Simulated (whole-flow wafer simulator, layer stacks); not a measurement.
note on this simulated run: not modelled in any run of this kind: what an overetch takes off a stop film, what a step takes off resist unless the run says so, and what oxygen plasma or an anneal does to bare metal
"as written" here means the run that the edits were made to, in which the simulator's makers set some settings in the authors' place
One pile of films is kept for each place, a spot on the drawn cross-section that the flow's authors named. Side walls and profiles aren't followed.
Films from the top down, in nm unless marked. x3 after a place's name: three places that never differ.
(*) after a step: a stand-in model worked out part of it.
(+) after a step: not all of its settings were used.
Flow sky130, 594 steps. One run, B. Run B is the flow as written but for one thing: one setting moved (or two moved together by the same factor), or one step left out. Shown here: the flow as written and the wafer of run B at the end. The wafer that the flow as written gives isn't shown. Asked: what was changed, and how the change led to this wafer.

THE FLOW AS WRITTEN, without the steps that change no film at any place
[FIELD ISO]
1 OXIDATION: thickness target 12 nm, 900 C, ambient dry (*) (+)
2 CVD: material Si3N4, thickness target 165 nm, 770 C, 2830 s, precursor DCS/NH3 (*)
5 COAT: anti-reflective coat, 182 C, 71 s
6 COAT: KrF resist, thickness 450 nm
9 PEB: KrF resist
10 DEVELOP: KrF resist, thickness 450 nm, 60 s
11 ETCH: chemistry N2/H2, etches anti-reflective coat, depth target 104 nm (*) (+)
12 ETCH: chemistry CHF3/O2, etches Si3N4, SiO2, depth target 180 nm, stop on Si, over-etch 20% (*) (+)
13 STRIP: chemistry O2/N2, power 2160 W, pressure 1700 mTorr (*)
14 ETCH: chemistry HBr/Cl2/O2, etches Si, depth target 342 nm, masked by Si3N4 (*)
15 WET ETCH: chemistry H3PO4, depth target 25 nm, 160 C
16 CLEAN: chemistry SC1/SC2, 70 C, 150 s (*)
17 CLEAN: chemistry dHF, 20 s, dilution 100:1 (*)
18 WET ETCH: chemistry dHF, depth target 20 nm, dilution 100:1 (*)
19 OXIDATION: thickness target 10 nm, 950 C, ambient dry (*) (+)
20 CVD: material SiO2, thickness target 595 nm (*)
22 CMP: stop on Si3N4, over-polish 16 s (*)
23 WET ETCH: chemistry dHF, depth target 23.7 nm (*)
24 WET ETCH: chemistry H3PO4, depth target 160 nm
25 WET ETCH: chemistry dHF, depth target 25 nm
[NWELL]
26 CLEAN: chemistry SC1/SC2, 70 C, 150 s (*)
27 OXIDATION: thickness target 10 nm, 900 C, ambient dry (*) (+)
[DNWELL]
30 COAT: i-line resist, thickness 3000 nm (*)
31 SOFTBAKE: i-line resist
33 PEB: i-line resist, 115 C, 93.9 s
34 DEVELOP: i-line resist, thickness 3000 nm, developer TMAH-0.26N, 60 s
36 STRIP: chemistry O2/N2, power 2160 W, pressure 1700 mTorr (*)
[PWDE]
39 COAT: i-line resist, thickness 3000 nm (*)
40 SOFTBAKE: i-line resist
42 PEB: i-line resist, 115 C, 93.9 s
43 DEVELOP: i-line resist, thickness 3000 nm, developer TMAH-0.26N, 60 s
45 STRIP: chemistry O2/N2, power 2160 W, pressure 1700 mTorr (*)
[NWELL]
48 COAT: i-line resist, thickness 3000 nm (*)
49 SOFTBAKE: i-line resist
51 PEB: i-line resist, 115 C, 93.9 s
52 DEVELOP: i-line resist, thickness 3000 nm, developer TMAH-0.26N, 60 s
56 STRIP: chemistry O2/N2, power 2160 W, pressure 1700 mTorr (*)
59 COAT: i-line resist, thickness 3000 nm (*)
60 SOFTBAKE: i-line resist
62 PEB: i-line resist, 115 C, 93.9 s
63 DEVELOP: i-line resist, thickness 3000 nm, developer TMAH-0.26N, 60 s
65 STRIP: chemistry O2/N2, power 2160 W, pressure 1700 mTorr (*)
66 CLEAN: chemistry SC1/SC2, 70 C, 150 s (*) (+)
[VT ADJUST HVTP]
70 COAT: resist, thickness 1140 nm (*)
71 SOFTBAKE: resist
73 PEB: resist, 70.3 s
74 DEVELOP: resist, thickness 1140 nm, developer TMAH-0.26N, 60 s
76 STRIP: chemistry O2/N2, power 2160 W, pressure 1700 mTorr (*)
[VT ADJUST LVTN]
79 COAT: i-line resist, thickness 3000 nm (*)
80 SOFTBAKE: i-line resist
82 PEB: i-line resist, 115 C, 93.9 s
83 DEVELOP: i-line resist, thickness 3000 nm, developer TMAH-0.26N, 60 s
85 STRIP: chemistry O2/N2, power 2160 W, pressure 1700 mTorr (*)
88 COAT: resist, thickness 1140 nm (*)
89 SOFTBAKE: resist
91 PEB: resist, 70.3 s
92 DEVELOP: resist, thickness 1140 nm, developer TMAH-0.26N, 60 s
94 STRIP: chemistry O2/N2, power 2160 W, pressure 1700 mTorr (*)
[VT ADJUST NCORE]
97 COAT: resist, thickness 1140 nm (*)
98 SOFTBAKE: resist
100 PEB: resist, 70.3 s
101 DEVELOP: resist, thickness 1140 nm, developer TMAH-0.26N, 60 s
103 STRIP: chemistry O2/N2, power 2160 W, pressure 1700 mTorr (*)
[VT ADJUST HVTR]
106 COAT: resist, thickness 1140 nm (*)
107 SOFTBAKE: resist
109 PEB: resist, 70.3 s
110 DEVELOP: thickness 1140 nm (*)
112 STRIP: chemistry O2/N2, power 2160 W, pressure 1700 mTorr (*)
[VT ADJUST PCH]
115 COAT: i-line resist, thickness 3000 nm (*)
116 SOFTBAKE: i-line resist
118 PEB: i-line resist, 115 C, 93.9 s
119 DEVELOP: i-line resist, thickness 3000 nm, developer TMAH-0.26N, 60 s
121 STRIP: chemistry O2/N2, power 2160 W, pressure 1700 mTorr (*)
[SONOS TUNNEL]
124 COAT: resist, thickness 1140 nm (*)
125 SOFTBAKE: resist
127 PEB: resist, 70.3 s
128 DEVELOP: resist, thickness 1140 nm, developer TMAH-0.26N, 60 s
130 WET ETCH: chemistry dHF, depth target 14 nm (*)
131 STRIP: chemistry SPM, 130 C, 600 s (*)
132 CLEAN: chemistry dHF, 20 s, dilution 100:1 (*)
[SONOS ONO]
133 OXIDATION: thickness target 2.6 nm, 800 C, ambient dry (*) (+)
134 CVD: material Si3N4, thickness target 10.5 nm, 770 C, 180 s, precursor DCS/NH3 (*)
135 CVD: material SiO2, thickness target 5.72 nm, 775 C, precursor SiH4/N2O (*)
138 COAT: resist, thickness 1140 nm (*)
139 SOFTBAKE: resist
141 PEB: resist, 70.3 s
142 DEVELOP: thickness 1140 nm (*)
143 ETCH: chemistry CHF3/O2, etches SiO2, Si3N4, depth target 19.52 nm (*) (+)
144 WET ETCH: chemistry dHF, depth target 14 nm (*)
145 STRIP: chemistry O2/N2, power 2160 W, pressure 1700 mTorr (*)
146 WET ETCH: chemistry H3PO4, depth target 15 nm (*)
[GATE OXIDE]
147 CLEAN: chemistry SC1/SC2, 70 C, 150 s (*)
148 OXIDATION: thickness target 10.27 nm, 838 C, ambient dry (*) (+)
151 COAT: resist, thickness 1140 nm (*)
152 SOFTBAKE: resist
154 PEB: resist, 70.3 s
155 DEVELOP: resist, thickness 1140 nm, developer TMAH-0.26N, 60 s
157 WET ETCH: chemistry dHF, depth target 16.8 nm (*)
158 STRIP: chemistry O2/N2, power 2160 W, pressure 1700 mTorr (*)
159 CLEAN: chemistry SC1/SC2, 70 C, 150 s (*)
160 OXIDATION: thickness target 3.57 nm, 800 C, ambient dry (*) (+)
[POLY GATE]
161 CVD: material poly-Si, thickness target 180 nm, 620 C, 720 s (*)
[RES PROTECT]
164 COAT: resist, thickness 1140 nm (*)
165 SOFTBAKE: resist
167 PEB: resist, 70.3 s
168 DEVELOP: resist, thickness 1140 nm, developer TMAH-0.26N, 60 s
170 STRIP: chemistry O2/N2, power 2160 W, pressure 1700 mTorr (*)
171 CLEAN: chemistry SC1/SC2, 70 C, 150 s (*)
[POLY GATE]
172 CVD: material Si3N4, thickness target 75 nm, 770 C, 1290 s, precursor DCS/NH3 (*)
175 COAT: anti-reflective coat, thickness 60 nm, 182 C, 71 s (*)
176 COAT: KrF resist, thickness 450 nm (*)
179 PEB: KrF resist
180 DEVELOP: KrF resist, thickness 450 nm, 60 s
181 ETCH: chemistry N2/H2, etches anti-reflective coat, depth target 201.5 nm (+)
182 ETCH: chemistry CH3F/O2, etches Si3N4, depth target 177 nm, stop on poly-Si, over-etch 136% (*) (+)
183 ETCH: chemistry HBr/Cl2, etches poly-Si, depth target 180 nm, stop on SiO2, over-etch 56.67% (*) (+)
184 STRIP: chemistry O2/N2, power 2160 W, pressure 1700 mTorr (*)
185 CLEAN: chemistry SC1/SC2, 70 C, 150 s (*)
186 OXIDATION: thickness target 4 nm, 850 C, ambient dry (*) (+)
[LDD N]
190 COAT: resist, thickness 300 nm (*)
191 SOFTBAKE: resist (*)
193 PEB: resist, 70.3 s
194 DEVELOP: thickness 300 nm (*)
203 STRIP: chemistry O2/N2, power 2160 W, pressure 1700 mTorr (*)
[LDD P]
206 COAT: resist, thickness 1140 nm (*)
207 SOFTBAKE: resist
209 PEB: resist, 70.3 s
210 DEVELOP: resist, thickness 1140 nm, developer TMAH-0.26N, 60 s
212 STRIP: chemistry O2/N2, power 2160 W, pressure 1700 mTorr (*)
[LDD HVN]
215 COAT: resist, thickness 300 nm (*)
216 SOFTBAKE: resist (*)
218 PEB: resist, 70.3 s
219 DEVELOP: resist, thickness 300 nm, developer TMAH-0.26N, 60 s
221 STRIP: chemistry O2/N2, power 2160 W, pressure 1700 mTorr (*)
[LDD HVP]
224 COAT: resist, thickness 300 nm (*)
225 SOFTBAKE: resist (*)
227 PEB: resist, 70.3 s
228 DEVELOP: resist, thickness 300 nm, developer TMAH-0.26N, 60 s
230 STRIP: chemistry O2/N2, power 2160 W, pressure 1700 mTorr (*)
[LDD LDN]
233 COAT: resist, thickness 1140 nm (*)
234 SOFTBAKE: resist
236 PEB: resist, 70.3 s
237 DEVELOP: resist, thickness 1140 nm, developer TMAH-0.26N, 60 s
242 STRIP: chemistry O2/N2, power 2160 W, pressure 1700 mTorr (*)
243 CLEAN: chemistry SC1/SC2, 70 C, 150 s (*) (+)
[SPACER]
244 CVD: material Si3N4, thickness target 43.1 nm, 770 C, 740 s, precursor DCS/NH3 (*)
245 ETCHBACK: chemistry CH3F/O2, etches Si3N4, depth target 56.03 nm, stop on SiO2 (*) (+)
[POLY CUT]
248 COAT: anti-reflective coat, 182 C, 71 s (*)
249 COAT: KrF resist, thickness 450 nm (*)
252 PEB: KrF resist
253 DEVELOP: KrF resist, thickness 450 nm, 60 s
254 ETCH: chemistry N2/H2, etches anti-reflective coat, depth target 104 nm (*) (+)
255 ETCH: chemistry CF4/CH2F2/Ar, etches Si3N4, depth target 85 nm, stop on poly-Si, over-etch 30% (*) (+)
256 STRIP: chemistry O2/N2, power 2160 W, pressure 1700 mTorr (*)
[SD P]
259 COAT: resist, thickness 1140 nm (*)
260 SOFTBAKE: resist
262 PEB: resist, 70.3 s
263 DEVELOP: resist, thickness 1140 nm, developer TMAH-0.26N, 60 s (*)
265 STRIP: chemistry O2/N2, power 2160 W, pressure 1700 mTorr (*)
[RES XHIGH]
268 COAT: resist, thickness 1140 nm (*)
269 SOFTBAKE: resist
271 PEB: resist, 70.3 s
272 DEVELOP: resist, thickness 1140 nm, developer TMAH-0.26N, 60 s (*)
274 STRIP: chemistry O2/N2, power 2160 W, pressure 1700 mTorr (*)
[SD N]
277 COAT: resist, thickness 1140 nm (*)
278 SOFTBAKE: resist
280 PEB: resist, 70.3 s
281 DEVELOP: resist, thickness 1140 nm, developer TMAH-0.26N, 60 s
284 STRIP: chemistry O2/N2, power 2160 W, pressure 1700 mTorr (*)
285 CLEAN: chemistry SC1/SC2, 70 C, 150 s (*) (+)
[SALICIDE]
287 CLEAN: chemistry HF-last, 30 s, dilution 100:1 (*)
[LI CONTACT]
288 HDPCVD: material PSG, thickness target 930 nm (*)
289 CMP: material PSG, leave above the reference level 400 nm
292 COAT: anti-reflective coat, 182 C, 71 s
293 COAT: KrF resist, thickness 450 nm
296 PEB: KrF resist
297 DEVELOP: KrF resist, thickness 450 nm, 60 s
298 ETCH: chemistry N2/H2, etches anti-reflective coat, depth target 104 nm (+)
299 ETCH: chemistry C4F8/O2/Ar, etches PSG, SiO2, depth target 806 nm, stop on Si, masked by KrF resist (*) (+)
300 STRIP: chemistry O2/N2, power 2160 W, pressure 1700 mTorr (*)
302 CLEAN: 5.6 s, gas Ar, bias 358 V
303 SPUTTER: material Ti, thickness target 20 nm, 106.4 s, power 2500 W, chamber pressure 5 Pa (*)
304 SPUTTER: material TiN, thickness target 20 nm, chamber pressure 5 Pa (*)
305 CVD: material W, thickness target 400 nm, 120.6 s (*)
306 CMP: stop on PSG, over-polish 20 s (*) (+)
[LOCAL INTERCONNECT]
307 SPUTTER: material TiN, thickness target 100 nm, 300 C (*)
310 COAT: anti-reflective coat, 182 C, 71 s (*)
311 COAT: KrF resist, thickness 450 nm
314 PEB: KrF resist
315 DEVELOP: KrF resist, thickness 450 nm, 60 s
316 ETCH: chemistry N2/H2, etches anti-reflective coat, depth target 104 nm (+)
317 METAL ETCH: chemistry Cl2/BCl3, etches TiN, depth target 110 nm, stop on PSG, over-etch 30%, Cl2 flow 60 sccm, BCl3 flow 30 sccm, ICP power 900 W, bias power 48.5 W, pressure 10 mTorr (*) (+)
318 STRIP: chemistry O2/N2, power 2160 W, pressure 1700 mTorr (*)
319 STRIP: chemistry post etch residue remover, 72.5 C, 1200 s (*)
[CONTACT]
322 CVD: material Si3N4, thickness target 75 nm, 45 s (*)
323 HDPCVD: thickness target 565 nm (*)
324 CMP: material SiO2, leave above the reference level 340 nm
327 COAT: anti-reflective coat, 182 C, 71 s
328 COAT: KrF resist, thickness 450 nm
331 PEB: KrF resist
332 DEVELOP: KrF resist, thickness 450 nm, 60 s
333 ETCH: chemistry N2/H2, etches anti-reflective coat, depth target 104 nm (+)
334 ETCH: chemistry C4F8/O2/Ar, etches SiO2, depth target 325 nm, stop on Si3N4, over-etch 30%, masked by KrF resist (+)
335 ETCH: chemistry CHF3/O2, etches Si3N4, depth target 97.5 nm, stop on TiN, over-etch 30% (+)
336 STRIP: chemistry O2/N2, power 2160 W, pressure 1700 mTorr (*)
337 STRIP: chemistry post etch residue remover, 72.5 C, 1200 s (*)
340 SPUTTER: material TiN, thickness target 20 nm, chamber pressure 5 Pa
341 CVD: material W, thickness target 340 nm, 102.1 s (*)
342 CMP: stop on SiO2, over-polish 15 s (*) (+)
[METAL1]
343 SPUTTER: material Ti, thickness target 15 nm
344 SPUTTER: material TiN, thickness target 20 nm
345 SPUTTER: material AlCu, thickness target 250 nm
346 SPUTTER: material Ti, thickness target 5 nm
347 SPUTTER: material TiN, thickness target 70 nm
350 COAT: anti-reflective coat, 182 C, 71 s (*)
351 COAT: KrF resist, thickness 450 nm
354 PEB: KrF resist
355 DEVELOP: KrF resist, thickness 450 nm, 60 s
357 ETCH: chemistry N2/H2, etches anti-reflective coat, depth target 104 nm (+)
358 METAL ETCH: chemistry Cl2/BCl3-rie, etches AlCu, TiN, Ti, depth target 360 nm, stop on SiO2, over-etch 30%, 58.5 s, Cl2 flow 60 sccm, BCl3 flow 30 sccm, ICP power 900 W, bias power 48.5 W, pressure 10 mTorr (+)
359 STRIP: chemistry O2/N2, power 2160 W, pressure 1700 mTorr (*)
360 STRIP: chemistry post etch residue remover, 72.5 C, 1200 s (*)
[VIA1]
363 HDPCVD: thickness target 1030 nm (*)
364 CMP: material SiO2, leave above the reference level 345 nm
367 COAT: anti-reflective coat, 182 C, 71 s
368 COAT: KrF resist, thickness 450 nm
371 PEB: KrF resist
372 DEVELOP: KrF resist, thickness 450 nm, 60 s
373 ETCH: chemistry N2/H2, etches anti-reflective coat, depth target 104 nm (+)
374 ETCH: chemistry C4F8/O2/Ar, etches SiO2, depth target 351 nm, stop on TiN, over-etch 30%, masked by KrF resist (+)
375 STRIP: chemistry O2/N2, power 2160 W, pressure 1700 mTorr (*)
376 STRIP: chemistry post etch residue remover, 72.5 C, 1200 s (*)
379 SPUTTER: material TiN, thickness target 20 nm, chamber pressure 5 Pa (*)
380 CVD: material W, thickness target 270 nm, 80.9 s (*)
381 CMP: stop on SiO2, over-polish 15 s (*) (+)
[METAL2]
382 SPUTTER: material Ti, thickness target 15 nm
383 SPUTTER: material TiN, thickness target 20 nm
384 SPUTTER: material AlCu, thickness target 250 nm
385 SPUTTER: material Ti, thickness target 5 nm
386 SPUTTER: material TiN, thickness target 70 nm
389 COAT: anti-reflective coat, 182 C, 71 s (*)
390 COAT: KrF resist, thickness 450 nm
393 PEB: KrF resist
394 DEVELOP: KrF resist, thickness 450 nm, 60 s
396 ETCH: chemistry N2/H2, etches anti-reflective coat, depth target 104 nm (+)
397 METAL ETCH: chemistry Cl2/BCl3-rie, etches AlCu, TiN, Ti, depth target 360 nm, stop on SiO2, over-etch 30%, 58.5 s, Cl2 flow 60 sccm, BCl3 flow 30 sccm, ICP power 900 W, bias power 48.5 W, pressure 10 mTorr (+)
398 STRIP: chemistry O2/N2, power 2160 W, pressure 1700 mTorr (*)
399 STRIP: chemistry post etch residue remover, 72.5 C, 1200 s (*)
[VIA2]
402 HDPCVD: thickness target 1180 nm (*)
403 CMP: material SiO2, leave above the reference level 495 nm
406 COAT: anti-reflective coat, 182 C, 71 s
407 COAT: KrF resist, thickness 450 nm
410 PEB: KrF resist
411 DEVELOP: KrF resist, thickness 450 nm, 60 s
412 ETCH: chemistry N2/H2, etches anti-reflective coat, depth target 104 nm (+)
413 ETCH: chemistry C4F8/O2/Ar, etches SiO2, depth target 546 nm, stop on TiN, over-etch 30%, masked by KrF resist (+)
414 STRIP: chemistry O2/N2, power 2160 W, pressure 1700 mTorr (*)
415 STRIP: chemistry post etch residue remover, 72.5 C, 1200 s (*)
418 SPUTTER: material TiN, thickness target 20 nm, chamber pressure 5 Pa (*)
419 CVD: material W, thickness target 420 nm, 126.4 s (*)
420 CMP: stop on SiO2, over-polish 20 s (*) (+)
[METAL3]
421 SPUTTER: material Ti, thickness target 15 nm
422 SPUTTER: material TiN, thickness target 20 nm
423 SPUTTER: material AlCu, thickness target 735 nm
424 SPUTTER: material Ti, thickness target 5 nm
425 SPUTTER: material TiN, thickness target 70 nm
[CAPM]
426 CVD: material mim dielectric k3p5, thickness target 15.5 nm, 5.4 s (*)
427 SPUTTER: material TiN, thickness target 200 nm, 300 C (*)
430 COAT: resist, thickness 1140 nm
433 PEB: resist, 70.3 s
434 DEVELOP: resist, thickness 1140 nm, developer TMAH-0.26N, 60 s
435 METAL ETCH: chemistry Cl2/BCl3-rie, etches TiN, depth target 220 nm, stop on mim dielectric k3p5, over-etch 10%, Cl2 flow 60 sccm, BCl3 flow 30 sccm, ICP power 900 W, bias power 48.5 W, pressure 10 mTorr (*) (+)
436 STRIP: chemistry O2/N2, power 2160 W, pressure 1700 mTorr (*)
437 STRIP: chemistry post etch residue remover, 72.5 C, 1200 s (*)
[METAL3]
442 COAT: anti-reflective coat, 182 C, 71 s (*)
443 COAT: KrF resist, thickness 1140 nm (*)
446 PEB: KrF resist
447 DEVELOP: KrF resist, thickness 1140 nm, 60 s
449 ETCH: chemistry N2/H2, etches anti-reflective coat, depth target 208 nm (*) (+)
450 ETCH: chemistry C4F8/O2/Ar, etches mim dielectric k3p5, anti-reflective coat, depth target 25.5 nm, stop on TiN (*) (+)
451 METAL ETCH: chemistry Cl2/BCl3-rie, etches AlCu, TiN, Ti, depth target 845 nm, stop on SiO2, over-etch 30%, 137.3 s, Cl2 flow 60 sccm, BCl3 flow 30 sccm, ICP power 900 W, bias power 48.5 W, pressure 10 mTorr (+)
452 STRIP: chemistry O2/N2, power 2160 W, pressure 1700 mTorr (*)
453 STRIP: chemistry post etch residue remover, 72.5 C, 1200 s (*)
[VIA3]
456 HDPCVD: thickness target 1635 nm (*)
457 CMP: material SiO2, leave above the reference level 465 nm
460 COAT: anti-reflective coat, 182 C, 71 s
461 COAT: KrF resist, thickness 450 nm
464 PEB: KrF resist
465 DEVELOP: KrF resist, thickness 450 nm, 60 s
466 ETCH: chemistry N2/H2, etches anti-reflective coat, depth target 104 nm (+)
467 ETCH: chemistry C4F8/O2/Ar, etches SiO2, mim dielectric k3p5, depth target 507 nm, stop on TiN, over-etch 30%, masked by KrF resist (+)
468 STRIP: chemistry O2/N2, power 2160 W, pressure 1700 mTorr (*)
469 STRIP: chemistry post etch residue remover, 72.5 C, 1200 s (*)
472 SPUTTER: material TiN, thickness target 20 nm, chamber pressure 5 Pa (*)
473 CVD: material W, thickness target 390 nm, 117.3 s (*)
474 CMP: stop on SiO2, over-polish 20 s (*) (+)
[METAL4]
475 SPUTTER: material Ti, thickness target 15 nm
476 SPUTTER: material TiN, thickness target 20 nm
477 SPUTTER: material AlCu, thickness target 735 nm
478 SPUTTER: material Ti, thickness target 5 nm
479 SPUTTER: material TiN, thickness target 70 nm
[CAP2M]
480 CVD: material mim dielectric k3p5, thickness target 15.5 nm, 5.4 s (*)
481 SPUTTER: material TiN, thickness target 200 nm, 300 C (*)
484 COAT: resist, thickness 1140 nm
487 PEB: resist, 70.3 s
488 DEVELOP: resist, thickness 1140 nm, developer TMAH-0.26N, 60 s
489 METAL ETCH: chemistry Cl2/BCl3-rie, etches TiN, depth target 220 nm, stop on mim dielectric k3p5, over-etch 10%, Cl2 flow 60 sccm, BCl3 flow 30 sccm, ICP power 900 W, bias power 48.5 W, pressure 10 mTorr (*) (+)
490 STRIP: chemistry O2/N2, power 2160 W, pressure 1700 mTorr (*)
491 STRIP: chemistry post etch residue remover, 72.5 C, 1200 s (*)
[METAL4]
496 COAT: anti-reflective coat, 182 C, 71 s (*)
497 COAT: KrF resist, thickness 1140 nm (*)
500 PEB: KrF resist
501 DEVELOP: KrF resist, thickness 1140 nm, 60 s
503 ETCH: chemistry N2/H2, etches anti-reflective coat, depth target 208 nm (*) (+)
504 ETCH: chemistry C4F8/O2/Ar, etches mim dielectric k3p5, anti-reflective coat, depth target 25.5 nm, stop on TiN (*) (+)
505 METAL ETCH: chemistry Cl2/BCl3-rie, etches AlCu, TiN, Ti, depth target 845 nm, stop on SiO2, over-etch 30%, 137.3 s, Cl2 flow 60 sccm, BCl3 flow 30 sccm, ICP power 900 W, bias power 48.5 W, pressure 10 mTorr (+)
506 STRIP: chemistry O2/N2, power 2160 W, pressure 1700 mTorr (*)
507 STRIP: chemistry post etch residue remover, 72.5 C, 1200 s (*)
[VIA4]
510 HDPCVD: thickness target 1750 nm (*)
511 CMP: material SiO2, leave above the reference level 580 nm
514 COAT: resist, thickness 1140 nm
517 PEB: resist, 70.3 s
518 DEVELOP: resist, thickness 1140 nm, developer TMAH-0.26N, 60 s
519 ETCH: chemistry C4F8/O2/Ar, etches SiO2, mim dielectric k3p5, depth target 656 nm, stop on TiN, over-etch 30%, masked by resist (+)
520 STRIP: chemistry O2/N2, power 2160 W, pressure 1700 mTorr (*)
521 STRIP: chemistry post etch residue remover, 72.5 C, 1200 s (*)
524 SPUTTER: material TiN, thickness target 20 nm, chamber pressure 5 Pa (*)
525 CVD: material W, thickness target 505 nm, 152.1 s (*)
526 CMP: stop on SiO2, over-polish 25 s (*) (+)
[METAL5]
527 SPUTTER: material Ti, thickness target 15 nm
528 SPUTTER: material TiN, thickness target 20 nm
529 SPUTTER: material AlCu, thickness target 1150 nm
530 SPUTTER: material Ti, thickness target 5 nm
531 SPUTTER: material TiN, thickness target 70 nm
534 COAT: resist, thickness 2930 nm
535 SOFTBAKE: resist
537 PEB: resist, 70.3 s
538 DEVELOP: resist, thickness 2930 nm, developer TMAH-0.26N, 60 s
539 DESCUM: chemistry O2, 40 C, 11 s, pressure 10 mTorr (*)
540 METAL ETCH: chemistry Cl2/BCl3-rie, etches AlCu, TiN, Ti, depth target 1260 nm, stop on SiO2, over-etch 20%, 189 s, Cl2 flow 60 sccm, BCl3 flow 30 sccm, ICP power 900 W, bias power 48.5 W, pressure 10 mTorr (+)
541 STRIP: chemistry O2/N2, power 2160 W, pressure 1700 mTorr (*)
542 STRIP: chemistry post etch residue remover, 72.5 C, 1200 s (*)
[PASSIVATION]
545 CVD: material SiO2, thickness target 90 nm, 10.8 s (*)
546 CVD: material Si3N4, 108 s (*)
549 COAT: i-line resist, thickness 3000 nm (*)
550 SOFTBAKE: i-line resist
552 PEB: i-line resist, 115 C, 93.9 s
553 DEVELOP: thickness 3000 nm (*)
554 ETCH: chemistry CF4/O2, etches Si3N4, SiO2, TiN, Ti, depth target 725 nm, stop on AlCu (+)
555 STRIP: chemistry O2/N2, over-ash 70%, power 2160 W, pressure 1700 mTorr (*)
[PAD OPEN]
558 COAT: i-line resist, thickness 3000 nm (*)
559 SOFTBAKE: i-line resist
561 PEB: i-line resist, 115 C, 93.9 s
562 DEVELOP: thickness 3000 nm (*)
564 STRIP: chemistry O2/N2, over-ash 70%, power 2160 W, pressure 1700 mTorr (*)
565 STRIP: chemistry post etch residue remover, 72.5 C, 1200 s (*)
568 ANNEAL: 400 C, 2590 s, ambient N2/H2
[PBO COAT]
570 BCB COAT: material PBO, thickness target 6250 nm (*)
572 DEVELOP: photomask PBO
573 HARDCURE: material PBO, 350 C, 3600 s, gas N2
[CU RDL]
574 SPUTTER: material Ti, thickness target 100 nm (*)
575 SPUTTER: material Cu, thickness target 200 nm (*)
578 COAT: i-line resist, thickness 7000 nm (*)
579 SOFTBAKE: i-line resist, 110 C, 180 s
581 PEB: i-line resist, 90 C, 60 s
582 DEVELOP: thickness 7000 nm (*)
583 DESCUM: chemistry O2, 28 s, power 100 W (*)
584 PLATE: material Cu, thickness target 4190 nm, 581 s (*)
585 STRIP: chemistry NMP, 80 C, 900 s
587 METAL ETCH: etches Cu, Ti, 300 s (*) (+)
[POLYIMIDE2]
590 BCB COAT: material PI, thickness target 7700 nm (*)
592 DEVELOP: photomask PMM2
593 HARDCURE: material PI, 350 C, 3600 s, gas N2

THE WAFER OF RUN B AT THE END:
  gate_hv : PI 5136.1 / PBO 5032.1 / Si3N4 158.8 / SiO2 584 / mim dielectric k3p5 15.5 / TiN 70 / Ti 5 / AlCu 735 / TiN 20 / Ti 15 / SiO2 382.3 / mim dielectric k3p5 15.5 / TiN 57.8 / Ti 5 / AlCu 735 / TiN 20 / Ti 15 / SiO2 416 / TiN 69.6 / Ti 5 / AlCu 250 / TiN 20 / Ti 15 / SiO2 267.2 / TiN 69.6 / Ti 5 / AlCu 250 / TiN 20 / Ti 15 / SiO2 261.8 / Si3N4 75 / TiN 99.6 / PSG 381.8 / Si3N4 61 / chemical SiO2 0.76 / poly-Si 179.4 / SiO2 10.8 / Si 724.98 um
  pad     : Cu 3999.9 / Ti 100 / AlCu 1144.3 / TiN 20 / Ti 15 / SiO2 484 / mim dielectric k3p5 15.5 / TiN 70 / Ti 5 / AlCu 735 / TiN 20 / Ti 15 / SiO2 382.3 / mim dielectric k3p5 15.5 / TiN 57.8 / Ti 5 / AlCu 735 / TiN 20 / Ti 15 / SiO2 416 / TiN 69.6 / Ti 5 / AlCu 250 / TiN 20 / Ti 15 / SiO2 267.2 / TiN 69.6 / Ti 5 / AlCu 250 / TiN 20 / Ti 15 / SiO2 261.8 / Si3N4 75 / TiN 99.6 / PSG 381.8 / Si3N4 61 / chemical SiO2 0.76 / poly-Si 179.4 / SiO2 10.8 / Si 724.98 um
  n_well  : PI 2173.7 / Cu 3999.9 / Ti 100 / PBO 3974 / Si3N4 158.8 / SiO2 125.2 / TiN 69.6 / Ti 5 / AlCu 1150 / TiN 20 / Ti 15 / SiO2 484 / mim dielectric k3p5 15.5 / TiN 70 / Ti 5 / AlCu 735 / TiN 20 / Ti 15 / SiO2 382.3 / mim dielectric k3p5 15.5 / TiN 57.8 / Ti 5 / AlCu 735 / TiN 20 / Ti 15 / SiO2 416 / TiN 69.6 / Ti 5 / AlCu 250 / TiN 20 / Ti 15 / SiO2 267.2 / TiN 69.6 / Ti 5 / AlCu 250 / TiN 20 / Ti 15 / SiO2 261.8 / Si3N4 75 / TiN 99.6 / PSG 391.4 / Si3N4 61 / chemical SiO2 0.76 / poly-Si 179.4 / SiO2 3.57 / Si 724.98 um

The cause: step 425, SPUTTER: thickness target 57.8 nm was run, where the flow has thickness target 70 nm.
It can be read off the wafer: gate_hv has TiN 57.8, and step 425 as written asks for 70 nm.

How the change led to this, step by step:
  425 SPUTTER: material TiN, thickness target 70 nm
      field, active, n_well and 188 more: TiN +57.8 (new film) (as written it would be: TiN +70 (new film))
  451 METAL ETCH: chemistry Cl2/BCl3-rie, etches AlCu, TiN, Ti, depth target 845 nm, stop on SiO2, over-etch 30%, 137.3 s, Cl2 flow 60 sccm, BCl3 flow 30 sccm, ICP power 900 W, bias power 48.5 W, pressure 10 mTorr (+)
      field, gate, spacer and 68 more: TiN -57.8 (all of it), Ti -5 (all of it), AlCu -735 (all of it), TiN -20 (all of it), Ti -15 (all of it), SiO2 -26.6 (as written it would be: TiN -70 (all of it), Ti -5 (all of it), AlCu -735 (all of it), TiN -20 (all of it), Ti -15 (all of it), SiO2 -25.4)
      active, vpp_ln, vpp_iso2 and 11 more: TiN -57.8 (all of it), Ti -5 (all of it), AlCu -735 (all of it), TiN -20 (all of it), Ti -15 (all of it), SiO2 -26.6 (as written it would be: TiN -70 (all of it), Ti -5 (all of it), AlCu -735 (all of it), TiN -20 (all of it), Ti -15 (all of it), SiO2 -25.3)
  467 ETCH: chemistry C4F8/O2/Ar, etches SiO2, mim dielectric k3p5, depth target 507 nm, stop on TiN, over-etch 30%, masked by KrF resist (+)
      m1: SiO2 -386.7 (all of it), mim dielectric k3p5 -15.5 (all of it) (as written it would be: SiO2 -374.5 (all of it), mim dielectric k3p5 -15.5 (all of it))
      via3_hole: SiO2 -386.1 (all of it), mim dielectric k3p5 -15.5 (all of it) (as written it would be: SiO2 -373.9 (all of it), mim dielectric k3p5 -15.5 (all of it))
